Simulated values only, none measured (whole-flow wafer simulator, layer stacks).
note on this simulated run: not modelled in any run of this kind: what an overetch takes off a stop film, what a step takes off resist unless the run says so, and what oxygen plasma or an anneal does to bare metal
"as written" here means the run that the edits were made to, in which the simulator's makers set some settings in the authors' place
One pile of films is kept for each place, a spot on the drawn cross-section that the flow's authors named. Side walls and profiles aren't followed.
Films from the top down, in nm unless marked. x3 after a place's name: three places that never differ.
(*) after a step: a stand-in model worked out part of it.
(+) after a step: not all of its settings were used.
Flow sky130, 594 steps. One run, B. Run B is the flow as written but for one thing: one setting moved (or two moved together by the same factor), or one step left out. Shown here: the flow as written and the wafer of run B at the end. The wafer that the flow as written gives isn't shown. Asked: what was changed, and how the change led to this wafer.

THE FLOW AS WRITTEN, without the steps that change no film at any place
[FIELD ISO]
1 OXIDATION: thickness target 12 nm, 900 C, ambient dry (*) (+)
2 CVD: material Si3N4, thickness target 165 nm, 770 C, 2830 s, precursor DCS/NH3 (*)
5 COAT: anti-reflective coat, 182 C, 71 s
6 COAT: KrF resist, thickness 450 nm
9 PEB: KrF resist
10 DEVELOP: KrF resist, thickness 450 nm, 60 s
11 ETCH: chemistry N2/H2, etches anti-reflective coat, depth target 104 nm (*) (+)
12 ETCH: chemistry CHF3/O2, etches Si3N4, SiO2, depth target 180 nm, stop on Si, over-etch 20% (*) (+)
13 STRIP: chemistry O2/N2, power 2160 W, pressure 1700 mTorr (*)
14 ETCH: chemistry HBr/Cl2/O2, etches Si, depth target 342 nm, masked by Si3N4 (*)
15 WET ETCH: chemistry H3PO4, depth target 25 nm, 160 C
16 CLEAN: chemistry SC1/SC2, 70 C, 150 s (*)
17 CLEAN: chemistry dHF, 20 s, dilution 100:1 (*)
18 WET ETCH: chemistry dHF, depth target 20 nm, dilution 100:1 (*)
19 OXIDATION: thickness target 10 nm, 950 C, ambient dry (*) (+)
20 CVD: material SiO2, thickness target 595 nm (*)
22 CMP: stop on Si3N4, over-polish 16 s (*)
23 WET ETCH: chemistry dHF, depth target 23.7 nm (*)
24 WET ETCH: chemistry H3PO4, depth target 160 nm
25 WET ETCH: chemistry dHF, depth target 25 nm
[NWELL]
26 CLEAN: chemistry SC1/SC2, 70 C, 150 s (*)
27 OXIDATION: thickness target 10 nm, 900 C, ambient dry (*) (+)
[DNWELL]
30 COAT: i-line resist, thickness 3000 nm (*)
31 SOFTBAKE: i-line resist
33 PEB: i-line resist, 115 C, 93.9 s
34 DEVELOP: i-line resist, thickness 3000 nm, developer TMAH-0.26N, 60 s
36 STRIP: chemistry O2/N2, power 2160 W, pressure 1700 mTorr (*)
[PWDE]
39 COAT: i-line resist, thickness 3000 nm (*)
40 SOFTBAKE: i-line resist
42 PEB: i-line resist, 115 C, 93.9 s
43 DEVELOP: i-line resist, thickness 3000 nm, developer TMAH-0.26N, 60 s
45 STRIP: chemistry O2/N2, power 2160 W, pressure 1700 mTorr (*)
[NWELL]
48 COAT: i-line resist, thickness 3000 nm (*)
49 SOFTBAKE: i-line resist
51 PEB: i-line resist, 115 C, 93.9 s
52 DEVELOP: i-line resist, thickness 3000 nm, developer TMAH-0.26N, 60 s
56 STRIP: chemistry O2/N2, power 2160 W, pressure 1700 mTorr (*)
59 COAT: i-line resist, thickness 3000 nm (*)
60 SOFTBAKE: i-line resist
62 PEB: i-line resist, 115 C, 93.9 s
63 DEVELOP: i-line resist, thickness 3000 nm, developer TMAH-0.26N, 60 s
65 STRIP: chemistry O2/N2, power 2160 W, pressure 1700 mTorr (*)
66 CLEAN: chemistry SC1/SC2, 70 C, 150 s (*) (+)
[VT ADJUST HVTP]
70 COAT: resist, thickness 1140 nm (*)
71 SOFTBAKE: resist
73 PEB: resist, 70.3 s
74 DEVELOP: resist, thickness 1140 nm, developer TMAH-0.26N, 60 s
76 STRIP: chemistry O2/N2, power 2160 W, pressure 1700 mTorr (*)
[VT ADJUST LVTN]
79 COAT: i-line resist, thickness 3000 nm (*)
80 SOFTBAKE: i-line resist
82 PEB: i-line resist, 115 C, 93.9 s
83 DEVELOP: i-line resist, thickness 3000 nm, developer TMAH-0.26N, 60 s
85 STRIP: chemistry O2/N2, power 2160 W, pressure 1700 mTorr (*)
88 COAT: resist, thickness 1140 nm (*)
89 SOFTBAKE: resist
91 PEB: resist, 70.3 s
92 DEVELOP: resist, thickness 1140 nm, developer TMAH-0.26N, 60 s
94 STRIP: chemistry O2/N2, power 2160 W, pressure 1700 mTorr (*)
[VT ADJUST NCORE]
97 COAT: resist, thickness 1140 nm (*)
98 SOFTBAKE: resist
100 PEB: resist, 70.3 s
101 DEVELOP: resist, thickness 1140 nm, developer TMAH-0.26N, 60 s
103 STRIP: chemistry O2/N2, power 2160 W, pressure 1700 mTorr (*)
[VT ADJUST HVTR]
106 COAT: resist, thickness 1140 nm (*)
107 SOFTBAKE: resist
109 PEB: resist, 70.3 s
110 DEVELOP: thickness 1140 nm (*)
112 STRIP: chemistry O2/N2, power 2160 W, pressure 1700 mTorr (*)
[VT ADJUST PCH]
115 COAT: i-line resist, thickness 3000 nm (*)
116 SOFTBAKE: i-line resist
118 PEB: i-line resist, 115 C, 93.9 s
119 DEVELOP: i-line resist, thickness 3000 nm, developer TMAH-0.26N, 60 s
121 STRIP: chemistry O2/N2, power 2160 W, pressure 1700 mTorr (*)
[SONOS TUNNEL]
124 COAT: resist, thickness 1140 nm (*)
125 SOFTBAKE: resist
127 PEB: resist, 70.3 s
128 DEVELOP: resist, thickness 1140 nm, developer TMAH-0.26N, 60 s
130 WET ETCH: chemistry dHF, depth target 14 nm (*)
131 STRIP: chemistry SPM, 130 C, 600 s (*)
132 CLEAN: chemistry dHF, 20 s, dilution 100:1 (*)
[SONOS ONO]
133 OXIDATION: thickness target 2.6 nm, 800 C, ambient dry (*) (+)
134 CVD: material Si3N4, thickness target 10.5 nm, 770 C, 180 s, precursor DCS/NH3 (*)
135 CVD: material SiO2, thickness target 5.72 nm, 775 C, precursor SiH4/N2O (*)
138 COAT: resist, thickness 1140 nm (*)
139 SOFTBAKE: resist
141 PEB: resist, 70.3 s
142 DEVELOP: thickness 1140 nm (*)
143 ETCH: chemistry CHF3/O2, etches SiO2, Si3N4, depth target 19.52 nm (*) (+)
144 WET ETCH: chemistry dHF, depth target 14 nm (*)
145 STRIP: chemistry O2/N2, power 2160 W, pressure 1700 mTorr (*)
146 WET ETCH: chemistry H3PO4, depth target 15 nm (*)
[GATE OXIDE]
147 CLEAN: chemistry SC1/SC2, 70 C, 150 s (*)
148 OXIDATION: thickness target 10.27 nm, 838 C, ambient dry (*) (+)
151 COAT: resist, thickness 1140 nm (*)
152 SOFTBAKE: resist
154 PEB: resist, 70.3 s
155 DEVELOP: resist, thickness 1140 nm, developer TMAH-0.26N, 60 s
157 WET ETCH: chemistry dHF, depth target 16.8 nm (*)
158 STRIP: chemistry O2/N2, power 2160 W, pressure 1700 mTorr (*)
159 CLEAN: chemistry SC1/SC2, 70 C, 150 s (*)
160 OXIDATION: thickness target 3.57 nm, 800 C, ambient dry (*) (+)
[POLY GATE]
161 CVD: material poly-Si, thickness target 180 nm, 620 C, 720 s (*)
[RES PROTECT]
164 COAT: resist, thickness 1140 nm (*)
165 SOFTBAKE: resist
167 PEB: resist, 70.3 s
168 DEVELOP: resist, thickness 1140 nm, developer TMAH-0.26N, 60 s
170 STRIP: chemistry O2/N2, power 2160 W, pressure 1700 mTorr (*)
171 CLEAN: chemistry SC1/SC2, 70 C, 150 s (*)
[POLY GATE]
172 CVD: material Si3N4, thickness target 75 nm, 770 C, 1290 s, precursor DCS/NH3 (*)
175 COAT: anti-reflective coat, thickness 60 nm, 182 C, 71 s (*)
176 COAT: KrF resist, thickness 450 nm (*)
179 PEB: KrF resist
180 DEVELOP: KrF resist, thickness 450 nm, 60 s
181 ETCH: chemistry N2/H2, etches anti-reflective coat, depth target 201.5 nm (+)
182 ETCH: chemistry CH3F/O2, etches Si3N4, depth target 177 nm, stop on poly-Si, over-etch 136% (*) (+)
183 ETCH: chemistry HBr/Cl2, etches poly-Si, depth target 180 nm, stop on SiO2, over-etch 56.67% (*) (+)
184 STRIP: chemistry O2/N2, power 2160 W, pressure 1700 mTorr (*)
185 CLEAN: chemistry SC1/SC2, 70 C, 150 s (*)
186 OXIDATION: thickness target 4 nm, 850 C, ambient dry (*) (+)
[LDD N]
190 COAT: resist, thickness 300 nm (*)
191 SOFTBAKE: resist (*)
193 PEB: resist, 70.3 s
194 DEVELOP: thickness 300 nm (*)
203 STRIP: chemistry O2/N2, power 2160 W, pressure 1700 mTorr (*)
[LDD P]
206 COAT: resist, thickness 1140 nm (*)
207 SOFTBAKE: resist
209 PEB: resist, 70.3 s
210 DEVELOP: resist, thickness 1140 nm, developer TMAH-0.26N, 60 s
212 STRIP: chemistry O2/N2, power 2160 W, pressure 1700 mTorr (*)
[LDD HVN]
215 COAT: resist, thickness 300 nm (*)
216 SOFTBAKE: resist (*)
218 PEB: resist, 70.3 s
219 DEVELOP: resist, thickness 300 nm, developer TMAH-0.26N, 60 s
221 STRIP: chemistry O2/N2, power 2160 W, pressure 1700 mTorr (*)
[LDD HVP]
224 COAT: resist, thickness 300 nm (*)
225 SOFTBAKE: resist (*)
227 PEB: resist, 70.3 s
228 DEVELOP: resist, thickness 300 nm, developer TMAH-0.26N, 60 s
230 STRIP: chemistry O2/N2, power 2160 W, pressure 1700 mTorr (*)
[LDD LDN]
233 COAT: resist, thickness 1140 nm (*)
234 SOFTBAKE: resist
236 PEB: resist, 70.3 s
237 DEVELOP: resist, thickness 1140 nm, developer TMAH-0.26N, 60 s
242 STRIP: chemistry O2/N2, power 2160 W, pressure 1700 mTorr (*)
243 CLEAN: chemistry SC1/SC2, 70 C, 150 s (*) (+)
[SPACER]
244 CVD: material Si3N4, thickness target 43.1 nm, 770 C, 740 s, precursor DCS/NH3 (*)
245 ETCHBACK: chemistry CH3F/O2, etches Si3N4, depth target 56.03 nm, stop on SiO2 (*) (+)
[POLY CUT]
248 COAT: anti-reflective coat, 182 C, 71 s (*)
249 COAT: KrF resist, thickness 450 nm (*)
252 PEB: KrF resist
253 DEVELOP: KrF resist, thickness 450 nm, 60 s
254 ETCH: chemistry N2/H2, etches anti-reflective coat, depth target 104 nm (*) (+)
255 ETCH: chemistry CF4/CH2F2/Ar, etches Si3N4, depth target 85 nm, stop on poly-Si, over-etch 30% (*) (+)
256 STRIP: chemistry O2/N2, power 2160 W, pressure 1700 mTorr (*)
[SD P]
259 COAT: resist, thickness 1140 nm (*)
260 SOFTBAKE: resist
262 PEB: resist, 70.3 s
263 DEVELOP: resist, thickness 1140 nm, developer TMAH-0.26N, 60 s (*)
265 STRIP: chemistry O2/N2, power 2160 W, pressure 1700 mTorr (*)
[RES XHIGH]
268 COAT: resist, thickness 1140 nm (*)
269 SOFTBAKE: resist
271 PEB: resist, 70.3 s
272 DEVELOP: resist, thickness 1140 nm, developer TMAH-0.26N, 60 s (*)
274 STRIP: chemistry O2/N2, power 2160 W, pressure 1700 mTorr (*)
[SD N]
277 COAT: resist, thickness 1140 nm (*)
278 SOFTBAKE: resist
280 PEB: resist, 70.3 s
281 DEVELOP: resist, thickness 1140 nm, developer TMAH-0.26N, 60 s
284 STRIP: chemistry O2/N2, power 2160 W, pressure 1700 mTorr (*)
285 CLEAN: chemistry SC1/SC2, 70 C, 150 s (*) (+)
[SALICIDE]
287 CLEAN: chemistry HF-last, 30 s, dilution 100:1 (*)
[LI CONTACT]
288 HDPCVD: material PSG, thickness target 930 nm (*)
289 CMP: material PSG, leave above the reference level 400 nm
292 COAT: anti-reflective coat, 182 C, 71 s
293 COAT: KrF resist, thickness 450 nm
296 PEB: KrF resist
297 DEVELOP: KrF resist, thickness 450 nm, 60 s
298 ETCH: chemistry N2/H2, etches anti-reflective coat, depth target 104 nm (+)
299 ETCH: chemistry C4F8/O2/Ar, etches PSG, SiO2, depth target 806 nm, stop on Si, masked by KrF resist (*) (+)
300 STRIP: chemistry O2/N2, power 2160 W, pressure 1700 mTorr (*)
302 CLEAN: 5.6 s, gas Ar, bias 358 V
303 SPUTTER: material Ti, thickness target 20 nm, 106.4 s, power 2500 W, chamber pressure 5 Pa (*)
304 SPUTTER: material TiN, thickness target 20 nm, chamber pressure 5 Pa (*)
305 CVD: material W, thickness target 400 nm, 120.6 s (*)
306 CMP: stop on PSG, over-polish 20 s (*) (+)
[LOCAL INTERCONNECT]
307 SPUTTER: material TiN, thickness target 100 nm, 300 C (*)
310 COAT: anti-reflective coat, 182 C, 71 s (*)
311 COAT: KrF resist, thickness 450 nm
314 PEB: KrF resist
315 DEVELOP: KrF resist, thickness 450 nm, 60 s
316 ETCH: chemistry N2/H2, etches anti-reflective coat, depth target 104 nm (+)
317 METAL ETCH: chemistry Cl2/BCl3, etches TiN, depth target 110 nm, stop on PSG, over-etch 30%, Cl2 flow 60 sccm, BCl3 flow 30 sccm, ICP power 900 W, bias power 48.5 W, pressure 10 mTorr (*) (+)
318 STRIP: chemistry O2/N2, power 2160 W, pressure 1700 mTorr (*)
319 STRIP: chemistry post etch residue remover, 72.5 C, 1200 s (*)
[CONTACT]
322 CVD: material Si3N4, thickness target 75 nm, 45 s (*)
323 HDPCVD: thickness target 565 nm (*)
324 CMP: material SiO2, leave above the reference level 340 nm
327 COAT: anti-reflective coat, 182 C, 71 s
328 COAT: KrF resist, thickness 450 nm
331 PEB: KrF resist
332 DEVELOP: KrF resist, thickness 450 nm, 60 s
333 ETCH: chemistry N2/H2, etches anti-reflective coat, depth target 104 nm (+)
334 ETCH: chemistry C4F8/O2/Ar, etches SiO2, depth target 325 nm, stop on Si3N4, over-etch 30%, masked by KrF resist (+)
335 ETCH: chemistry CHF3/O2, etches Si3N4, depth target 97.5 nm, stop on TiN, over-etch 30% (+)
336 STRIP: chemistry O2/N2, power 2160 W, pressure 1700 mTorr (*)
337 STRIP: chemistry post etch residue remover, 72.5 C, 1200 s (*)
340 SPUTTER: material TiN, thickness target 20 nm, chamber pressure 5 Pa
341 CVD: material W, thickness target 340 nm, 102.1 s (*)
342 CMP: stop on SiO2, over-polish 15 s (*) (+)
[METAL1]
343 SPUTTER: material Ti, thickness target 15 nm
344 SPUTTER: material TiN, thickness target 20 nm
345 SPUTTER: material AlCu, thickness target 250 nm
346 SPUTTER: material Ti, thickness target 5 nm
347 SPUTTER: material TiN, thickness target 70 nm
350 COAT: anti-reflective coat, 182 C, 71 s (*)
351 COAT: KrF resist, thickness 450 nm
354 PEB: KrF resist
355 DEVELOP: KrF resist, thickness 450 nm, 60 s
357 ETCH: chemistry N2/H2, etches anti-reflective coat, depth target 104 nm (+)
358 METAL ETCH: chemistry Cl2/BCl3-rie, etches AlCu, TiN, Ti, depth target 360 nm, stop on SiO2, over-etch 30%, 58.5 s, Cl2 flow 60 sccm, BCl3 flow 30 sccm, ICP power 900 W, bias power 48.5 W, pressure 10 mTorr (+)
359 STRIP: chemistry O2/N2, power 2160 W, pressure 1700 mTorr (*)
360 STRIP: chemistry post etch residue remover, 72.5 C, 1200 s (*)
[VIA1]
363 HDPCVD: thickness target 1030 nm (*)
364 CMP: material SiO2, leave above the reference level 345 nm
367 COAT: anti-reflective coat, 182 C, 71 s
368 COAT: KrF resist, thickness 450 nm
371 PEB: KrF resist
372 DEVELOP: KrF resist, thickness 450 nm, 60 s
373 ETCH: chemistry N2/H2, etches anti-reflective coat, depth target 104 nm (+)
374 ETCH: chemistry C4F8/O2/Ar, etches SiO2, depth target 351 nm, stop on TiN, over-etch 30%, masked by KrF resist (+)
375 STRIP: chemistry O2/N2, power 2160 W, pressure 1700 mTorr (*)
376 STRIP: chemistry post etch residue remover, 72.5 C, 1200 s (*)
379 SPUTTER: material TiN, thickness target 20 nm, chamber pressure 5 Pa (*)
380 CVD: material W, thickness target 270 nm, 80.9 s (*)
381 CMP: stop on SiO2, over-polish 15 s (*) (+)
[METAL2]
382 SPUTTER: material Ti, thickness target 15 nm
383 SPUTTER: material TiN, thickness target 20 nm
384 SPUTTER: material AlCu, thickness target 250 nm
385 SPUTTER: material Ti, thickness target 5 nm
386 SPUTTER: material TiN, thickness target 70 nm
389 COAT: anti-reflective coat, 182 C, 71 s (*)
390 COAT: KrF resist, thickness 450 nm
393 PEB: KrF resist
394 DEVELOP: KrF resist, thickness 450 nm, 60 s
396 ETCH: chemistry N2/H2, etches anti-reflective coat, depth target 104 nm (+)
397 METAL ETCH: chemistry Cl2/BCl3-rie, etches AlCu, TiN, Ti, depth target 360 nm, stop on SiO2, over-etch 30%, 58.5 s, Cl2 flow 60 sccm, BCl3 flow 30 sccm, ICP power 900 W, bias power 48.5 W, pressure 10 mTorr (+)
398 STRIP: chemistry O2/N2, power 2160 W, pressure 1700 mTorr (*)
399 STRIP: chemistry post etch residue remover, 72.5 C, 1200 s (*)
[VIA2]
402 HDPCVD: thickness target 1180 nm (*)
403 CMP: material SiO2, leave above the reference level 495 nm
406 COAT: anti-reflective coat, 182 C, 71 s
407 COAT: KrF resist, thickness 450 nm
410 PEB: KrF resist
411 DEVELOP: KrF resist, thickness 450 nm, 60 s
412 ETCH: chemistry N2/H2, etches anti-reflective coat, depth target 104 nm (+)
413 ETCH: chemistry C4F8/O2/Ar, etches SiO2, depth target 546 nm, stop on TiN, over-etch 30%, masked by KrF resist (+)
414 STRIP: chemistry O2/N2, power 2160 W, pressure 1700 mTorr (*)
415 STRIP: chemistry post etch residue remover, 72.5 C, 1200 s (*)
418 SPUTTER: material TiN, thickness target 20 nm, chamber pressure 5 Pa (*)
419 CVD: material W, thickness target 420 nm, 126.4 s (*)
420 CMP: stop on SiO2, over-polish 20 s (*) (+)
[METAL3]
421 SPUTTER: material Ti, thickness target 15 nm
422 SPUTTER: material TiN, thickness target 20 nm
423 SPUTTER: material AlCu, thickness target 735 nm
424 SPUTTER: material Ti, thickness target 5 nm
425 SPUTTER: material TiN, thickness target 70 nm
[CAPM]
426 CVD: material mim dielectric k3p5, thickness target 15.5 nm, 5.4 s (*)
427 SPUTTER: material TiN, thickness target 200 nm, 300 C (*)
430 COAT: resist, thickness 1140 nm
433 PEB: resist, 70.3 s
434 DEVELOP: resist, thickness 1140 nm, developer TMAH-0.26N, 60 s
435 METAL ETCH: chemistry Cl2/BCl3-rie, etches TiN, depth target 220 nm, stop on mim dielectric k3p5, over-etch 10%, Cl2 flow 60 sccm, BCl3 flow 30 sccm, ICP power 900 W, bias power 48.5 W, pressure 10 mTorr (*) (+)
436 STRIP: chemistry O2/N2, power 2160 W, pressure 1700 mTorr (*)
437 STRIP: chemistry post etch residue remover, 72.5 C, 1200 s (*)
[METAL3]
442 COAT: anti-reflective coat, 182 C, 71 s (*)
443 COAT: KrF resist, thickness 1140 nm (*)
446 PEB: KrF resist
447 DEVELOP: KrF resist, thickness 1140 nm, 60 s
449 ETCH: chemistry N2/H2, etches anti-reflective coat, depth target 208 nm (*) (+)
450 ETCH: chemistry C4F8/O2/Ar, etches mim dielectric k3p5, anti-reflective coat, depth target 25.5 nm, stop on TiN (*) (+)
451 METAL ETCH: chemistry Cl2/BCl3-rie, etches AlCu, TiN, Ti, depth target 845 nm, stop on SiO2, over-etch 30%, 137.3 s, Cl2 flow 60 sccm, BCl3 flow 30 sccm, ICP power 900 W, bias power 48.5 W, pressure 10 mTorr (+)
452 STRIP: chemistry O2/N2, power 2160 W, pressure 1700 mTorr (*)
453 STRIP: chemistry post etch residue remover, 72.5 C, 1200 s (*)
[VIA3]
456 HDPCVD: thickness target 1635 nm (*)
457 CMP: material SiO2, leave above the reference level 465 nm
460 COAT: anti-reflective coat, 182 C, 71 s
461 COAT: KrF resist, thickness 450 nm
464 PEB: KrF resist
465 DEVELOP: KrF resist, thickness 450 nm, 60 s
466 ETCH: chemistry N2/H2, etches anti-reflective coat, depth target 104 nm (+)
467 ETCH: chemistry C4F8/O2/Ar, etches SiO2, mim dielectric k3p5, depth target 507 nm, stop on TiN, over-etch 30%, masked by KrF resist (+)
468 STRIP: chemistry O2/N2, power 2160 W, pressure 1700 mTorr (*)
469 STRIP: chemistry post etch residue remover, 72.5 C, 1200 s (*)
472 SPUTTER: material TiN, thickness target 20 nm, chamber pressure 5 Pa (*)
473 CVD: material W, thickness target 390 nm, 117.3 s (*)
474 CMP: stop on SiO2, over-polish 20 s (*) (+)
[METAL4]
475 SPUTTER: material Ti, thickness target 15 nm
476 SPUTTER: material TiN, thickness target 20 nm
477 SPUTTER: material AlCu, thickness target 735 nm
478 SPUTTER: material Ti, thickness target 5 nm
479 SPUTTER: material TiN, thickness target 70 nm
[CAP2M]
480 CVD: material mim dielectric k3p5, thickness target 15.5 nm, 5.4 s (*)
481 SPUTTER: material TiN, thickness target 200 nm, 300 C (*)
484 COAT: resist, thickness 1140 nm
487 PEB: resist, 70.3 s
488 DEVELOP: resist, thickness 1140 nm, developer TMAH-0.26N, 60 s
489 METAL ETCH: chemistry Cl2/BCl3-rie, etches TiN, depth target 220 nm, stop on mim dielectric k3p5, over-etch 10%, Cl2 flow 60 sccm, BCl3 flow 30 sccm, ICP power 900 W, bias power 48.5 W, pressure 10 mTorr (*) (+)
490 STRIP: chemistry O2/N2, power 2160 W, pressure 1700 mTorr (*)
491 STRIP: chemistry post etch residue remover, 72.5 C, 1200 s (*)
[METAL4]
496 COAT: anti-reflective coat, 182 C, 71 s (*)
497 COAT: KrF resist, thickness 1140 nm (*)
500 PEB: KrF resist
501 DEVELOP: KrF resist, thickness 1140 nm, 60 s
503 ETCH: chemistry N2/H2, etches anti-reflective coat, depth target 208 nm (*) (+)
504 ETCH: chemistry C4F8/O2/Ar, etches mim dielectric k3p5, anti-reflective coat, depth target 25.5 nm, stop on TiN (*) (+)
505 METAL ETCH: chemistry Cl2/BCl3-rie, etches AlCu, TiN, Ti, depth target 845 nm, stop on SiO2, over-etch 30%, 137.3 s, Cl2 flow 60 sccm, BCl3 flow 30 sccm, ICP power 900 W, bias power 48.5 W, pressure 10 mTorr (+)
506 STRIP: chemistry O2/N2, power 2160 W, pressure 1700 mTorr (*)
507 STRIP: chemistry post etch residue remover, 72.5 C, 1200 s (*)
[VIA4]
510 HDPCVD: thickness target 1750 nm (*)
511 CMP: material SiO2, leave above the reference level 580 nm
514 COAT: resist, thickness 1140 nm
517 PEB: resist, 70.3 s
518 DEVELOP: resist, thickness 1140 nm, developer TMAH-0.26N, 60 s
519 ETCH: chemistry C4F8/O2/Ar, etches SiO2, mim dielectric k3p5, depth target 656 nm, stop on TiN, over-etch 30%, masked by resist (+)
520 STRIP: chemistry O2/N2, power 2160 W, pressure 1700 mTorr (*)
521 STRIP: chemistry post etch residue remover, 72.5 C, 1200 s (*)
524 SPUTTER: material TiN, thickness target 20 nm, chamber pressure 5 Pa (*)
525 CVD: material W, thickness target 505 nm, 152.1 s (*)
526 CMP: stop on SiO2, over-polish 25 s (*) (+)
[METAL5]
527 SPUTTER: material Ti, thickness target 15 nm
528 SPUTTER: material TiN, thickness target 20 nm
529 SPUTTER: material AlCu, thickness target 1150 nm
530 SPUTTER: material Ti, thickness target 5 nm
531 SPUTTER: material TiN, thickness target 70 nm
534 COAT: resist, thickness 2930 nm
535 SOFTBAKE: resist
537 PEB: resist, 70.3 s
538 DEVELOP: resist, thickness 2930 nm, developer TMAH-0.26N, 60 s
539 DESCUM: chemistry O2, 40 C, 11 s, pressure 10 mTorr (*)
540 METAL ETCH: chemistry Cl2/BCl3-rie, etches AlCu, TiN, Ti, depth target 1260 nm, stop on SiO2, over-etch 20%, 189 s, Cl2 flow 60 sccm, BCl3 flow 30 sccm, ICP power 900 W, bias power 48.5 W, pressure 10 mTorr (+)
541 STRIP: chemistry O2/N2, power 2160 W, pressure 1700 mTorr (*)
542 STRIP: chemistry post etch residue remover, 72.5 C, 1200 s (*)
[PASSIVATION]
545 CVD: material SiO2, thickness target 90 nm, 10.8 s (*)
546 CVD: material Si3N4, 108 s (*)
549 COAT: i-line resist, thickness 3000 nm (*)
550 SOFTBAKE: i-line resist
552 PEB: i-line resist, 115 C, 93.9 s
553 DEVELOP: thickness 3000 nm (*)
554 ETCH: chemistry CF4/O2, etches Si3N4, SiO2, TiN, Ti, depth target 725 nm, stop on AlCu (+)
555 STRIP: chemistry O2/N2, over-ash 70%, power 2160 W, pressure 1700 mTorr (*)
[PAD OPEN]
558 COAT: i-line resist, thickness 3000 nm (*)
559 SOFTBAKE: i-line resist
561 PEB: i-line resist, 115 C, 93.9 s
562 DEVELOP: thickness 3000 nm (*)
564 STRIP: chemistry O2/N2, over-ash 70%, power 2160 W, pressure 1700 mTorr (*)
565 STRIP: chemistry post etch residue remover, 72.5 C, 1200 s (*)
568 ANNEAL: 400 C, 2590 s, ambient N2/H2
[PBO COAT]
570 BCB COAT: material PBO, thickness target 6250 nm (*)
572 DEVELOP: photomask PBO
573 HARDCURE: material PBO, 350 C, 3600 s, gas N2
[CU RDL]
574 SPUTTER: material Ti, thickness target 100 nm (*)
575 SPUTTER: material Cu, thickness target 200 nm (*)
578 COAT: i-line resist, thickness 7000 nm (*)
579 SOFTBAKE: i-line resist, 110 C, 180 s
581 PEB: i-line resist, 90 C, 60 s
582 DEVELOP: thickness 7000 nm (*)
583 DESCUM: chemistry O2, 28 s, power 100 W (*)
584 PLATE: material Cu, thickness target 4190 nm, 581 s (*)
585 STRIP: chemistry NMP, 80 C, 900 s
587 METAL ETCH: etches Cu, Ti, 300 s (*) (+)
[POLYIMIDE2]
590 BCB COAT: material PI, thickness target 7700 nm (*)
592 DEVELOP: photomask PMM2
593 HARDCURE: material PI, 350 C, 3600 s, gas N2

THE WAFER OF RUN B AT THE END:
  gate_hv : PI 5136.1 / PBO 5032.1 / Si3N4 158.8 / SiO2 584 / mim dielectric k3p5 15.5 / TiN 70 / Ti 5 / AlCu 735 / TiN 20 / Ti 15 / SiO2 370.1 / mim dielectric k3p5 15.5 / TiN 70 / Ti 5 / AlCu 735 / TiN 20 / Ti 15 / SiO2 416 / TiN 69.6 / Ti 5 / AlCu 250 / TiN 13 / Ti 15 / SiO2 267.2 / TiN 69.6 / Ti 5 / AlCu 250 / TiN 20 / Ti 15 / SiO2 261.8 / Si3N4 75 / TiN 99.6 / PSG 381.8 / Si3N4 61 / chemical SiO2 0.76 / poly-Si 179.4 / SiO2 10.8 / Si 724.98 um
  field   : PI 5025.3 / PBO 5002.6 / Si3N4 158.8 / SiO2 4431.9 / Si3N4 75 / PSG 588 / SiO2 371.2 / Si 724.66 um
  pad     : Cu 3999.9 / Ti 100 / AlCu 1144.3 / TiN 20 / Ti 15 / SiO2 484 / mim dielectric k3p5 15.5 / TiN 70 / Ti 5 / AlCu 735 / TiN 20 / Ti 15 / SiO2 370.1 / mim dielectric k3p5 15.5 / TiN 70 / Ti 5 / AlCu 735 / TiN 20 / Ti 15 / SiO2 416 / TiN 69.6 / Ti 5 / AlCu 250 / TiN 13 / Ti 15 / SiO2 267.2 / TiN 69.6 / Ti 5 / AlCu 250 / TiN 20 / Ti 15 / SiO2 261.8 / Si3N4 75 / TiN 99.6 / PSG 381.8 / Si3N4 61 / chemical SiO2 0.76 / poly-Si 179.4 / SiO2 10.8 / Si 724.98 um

The cause: step 383, SPUTTER: thickness target 13 nm was run, where the flow has thickness target 20 nm.
It can be read off the wafer: gate_hv has TiN 13, and step 383 as written asks for 20 nm.

How the change led to this, step by step:
  383 SPUTTER: material TiN, thickness target 20 nm
      field, active, n_well and 188 more: TiN +13 (new film) (as written it would be: TiN +20 (new film))
  397 METAL ETCH: chemistry Cl2/BCl3-rie, etches AlCu, TiN, Ti, depth target 360 nm, stop on SiO2, over-etch 30%, 58.5 s, Cl2 flow 60 sccm, BCl3 flow 30 sccm, ICP power 900 W, bias power 48.5 W, pressure 10 mTorr (+)
      field, active, gate and 82 more: TiN -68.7 (all of it), Ti -5 (all of it), AlCu -250 (all of it), TiN -13 (all of it), Ti -15 (all of it), SiO2 -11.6 (as written it would be: TiN -68.7 (all of it), Ti -5 (all of it), AlCu -250 (all of it), TiN -20 (all of it), Ti -15 (all of it), SiO2 -10.9)
